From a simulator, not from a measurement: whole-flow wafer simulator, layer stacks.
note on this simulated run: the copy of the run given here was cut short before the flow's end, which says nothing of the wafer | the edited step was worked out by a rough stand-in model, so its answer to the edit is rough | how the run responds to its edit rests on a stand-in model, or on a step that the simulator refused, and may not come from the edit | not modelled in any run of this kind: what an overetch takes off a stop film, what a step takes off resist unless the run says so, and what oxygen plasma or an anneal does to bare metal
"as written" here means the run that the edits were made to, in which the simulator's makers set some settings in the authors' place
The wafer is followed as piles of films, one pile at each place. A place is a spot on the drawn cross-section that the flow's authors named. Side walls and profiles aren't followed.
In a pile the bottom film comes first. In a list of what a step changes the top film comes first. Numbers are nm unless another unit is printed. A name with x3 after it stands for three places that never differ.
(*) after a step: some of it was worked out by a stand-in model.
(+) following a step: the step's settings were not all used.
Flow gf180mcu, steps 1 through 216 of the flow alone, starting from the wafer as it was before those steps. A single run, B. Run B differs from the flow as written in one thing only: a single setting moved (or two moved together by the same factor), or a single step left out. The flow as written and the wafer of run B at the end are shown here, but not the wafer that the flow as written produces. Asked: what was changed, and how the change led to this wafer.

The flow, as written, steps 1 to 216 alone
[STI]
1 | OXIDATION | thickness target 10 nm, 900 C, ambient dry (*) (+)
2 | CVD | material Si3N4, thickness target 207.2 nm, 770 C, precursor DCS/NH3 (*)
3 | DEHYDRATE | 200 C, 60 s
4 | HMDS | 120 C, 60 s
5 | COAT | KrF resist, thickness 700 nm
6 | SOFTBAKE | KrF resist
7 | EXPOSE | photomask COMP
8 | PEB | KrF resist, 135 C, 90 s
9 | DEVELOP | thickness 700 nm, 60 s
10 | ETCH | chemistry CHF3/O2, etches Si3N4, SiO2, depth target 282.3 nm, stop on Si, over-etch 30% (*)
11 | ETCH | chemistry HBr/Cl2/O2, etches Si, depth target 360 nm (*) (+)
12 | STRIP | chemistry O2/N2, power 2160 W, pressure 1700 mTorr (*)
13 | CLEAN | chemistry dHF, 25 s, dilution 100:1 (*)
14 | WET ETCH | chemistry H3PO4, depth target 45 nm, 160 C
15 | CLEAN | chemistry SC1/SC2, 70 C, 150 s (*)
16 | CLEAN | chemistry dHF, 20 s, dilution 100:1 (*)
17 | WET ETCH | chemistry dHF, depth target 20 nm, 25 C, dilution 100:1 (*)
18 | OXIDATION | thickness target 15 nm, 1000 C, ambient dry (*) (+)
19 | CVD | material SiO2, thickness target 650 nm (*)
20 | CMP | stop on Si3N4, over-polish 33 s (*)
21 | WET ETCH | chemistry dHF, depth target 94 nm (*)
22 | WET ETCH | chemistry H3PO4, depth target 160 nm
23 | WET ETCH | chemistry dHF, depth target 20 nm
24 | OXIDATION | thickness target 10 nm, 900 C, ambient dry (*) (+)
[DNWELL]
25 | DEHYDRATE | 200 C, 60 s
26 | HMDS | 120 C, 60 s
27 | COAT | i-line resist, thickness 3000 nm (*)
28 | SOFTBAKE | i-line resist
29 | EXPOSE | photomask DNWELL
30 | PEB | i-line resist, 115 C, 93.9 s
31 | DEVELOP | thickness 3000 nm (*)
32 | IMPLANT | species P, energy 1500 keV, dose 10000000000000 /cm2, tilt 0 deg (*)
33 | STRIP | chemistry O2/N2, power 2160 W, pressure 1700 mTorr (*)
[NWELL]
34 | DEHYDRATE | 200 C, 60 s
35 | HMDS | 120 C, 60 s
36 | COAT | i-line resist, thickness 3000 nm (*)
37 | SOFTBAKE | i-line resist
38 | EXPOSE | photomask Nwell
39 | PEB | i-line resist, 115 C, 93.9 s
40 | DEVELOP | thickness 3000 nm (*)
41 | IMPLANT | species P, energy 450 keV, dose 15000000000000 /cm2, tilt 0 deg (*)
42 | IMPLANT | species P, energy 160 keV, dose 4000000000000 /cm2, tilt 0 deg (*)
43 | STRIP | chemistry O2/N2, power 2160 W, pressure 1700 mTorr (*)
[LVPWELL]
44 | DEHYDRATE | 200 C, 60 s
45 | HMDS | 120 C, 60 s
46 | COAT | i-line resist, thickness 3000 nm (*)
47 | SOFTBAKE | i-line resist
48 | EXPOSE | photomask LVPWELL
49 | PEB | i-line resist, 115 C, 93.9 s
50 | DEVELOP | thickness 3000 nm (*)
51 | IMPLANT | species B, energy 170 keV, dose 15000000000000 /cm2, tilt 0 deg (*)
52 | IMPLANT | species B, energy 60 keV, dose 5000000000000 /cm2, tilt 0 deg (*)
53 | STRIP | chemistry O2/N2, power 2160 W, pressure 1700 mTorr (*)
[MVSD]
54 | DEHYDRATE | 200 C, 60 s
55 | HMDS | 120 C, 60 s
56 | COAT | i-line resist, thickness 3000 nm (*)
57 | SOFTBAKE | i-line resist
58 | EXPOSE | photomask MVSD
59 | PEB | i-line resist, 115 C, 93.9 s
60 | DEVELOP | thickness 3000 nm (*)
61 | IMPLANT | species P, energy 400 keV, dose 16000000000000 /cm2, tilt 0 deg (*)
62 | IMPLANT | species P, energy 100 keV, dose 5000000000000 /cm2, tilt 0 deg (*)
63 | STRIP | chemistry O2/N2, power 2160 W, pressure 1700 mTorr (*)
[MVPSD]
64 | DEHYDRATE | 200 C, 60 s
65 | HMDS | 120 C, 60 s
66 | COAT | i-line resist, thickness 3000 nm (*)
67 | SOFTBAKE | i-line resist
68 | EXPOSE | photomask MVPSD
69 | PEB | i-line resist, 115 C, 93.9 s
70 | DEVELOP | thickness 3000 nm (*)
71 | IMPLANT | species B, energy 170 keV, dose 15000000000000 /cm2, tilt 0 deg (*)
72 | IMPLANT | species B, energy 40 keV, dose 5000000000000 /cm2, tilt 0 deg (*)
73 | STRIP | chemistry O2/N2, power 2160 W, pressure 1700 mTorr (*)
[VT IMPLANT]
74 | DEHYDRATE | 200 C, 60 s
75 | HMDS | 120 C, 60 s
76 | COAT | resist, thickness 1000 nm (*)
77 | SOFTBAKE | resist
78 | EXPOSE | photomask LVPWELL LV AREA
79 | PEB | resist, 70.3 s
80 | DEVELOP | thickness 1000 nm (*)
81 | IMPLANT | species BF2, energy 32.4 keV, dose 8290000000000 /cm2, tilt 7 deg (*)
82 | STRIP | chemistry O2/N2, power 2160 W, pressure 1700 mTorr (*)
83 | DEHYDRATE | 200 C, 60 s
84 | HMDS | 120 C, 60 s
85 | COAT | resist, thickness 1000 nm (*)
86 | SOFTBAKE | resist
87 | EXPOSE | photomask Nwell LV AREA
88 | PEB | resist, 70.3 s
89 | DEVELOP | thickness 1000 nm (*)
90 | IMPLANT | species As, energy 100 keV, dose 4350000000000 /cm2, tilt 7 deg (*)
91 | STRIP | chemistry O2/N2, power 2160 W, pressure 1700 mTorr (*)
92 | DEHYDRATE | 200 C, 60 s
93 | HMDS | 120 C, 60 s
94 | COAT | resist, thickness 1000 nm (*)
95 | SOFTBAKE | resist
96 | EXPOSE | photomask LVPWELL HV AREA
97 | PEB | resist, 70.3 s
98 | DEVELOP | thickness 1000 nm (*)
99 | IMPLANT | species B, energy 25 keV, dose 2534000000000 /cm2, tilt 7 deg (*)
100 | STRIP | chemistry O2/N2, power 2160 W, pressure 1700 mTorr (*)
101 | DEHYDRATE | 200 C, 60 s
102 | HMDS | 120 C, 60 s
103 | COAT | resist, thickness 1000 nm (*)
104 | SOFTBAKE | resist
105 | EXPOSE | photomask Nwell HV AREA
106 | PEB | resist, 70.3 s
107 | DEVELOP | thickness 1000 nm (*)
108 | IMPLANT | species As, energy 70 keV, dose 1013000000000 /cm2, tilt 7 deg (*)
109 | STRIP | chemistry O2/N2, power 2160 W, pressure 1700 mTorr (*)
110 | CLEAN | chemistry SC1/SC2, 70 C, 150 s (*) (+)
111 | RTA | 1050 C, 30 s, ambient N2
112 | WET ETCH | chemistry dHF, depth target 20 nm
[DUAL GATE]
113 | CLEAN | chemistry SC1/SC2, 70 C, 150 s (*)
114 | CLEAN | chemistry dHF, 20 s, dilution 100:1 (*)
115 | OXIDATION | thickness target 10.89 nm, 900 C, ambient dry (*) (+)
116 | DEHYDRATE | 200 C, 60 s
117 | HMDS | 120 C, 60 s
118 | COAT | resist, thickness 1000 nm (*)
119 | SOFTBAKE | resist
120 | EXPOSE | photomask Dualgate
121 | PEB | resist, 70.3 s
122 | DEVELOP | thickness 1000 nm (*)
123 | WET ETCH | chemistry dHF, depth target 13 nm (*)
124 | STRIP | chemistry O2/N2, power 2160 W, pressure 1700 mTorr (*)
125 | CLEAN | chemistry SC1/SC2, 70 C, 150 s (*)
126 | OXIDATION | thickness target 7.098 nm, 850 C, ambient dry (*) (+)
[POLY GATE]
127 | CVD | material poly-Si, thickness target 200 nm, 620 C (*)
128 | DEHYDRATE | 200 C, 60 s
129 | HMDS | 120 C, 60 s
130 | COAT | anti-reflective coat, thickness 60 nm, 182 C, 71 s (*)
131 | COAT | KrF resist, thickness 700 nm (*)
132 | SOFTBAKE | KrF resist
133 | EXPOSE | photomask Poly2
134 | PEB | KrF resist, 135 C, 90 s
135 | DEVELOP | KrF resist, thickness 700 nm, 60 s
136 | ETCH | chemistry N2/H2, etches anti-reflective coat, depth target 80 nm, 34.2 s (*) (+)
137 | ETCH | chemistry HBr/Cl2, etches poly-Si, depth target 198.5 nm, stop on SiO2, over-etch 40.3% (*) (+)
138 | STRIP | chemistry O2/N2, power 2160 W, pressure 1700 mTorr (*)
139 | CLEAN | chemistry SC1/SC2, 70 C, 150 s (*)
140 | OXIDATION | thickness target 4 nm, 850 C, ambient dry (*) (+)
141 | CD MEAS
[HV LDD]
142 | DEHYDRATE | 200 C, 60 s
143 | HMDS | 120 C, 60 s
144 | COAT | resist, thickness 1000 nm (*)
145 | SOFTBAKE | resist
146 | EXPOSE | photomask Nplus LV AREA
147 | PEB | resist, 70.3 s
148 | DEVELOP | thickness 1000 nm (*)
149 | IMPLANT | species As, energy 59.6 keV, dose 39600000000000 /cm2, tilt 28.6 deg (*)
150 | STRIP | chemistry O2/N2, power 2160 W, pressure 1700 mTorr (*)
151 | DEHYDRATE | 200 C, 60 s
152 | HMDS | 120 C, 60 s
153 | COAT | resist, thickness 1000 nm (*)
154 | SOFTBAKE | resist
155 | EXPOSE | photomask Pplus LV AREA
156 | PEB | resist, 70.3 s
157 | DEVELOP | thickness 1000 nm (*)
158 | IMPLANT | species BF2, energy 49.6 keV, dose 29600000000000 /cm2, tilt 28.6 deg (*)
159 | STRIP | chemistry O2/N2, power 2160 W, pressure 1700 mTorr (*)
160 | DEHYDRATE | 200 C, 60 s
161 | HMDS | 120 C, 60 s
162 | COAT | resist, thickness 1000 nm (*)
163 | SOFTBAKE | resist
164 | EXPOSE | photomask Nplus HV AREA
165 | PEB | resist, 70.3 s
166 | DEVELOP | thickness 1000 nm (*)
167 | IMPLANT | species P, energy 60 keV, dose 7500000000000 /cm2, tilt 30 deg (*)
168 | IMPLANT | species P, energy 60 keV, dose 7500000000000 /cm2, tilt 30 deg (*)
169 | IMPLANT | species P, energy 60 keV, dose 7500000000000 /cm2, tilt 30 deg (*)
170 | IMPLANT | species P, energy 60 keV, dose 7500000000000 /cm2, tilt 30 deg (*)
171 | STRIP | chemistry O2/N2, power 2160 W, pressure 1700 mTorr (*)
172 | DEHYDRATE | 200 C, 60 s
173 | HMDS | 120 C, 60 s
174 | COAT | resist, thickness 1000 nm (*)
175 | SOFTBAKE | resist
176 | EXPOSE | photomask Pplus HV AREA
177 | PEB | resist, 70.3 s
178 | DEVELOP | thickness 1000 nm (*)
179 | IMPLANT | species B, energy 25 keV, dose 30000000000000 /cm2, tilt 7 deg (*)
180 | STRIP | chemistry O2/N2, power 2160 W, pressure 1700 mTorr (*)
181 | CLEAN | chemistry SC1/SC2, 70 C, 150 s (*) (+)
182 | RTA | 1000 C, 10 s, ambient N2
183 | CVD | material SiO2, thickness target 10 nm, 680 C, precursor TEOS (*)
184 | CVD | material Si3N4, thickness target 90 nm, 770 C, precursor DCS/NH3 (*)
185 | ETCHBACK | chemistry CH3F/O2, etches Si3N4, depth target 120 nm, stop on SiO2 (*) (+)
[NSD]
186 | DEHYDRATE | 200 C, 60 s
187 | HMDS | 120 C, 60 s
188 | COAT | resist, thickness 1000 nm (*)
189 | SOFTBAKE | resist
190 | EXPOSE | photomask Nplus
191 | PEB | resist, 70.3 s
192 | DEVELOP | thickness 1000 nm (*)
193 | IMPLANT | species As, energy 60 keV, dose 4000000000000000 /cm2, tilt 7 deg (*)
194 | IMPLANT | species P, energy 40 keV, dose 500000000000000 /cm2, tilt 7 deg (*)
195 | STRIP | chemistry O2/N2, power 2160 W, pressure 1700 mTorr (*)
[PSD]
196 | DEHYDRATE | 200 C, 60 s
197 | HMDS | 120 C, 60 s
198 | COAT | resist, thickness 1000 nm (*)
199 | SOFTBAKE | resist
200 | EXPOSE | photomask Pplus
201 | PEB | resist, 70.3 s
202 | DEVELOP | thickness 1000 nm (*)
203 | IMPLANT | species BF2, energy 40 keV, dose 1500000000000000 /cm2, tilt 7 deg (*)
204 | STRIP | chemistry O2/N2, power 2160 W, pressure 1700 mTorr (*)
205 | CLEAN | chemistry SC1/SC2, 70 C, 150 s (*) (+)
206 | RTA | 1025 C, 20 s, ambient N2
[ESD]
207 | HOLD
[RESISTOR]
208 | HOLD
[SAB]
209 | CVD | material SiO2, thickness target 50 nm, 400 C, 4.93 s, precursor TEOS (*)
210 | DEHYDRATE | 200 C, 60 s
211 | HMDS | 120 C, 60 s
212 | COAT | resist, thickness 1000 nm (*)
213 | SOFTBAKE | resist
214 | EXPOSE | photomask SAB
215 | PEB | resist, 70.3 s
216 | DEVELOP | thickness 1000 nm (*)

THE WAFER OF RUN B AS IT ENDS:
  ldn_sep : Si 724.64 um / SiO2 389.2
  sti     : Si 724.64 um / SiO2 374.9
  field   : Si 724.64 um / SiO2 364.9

Cause: step 21, WET ETCH: depth target 143 nm was run, while the flow as written has depth target 94 nm.

How this came from the change, step by step:
  21 | WET ETCH | chemistry dHF, depth target 94 nm (*)
      active, n_well, p_well and 40 more: -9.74 Si3N4 (in the flow as written it would be: -6.43 Si3N4)
      field, field_sub, sti and 34 more: -143 SiO2 (in the flow as written it would be: -94 SiO2)
  22 | WET ETCH | chemistry H3PO4, depth target 160 nm
      active, n_well, p_well and 40 more: -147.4 Si3N4 (all of it), -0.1 SiO2 (in the flow as written it would be: -150.8 Si3N4 (all of it), -0.07 SiO2)
  28 | SOFTBAKE | i-line resist
      field: -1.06 i-line resist (in the flow as written it would be: +2.45 i-line resist)
      field_sub: -0.84 i-line resist (in the flow as written it would be: +1.87 i-line resist)
      (as well as at 62 more places)
  37 | SOFTBAKE | i-line resist
      field: -1.06 i-line resist (in the flow as written it would be: +2.45 i-line resist)
      field_sub: -0.84 i-line resist (in the flow as written it would be: +1.87 i-line resist)
      (as well as at 62 more places)
  47 | SOFTBAKE | i-line resist
      field: -1.06 i-line resist (in the flow as written it would be: +2.45 i-line resist)
      field_sub: -0.84 i-line resist (in the flow as written it would be: +1.87 i-line resist)
      (as well as at 62 more places)
  57 | SOFTBAKE | i-line resist
      field: -1.06 i-line resist (in the flow as written it would be: +2.45 i-line resist)
      field_sub: -0.84 i-line resist (in the flow as written it would be: +1.87 i-line resist)
      (as well as at 62 more places)
  67 | SOFTBAKE | i-line resist
      field: -1.06 i-line resist (in the flow as written it would be: +2.45 i-line resist)
      field_sub: -0.84 i-line resist (in the flow as written it would be: +1.87 i-line resist)
      (as well as at 62 more places)
  76 | COAT | resist, thickness 1000 nm (*)
      p_well, spacer, sd_n: +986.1 resist (new film) (in the flow as written it would be: +1033.8 resist (new film))
      field__w6: +1012.2 resist (new film) (in the flow as written it would be: +984.3 resist (new film))
      (as well as at 46 more places)
  77 | SOFTBAKE | resist
      ldn_dft, ldp_dft: nothing (in the flow as written it would be: -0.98 resist)
      field: nothing (in the flow as written it would be: -0.74 resist)
      (as well as at 54 more places)
  79 | PEB | resist, 70.3 s
      pplus_u, iso_ptap_pw, iso_ntap_nw, vpnp_e: -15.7 resist (in the flow as written it would be: -16.3 resist)
      p_well, spacer, sd_n: -15.6 resist (in the flow as written it would be: -16.4 resist)
      (as well as at 2 more places)
  80 | DEVELOP | thickness 1000 nm (*)
      p_well, spacer, sd_n: -970.5 resist (all of it) (in the flow as written it would be: -1017.4 resist (all of it))
      active: -974.7 resist (all of it) (in the flow as written it would be: -1004 resist (all of it))
      (as well as at 5 more places)
  82 | STRIP | chemistry O2/N2, power 2160 W, pressure 1700 mTorr (*)
      field__w6: -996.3 resist (all of it) (in the flow as written it would be: -968.6 resist (all of it))
      field_sub: -991.3 resist (all of it) (in the flow as written it would be: -966.6 resist (all of it))
      (as well as at 41 more places)
  85 | COAT | resist, thickness 1000 nm (*)
      p_well, spacer, sd_n: +986.1 resist (new film) (in the flow as written it would be: +1033.8 resist (new film))
      field__w6: +1012.2 resist (new film) (in the flow as written it would be: +984.3 resist (new film))
      (as well as at 46 more places)
  86 | SOFTBAKE | resist
      ldn_dft, ldp_dft: nothing (in the flow as written it would be: -0.98 resist)
      field: nothing (in the flow as written it would be: -0.74 resist)
      (as well as at 54 more places)
  88 | PEB | resist, 70.3 s
      pplus_u, iso_ptap_pw, iso_ntap_nw, vpnp_e: -15.7 resist (in the flow as written it would be: -16.3 resist)
      p_well, spacer, sd_n: -15.6 resist (in the flow as written it would be: -16.4 resist)
      (as well as at 2 more places)
  89 | DEVELOP | thickness 1000 nm (*)
      n_well: -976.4 resist (all of it) (in the flow as written it would be: -1002.9 resist (all of it))
      sd_p: -976.6 resist (all of it) (in the flow as written it would be: -1001.9 resist (all of it))
      (as well as at 5 more places)
  ... 55 other steps ...
  216 | DEVELOP | thickness 1000 nm (*)
      p_well, sd_n: -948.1 resist (all of it) (in the flow as written it would be: -996.4 resist (all of it))
      field__w1: -1040.3 resist (all of it) (in the flow as written it would be: -1017.5 resist (all of it))
      (as well as at 46 more places)
